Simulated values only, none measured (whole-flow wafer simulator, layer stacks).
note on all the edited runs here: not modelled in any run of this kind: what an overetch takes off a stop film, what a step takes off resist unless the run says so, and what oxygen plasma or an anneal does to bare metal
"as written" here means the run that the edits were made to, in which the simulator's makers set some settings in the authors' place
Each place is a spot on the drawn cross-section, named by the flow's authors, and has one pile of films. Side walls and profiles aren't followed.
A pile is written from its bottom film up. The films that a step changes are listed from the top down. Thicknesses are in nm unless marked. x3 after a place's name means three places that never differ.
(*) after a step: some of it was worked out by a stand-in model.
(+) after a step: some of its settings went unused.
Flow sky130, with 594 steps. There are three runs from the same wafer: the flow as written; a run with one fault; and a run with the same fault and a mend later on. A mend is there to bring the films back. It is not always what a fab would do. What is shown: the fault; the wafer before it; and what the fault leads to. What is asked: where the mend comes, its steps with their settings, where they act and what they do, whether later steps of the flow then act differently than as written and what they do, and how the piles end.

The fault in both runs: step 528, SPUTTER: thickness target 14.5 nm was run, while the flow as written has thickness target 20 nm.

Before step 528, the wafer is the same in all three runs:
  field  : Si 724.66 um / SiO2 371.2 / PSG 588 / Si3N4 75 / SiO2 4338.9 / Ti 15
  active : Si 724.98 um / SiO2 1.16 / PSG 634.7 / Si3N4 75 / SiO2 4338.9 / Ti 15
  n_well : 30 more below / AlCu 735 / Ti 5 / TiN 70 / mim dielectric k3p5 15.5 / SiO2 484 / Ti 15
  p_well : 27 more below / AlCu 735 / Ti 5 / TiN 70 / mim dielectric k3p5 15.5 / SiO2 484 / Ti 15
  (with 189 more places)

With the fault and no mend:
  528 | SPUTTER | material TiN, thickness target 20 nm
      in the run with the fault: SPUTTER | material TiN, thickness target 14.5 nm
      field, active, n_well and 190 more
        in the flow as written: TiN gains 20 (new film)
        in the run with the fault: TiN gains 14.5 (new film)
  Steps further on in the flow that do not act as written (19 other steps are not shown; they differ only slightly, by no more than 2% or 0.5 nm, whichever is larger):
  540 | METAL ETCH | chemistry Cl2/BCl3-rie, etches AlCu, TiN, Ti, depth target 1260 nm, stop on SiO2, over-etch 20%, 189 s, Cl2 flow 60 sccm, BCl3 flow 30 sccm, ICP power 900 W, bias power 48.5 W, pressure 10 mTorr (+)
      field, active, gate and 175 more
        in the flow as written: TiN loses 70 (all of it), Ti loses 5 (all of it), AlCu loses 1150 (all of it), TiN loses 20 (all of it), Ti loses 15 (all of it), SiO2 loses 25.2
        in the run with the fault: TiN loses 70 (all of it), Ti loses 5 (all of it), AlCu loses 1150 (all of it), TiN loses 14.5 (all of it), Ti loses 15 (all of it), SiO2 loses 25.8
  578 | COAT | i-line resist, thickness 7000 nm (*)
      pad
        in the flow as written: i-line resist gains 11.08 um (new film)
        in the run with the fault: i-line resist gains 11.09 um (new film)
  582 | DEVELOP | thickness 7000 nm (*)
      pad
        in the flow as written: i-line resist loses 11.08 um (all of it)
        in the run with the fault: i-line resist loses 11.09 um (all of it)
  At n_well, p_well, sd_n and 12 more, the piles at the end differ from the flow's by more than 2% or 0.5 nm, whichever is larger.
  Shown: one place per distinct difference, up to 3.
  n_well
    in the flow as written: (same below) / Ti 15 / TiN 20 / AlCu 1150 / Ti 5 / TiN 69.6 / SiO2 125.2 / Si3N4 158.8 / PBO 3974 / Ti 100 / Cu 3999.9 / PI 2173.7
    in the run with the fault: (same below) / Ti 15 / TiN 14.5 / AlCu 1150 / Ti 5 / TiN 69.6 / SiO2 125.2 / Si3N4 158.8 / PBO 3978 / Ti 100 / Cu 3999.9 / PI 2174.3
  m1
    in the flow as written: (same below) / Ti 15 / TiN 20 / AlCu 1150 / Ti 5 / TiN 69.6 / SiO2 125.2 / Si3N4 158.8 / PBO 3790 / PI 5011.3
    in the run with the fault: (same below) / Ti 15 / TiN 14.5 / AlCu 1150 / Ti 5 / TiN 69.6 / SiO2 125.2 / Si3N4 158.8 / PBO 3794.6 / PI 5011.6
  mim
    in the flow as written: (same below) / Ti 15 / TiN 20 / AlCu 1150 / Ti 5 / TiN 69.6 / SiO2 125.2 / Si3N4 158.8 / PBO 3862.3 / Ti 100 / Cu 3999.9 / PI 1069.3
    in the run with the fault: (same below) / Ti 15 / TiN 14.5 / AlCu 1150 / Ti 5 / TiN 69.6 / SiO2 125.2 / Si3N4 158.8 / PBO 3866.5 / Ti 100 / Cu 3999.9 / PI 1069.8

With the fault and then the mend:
  The mend stands after step 528.
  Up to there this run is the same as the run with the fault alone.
  528a | SPUTTER | material TiN, thickness target 5.5 nm (a further turn of the flow's step 528, with different settings)
      field, active, n_well and 190 more
        TiN gains 5.5
  None of the later steps of the flow acts differently than as written at any place that is followed.
  By the end, the piles equal the flow's at every place that both follow.
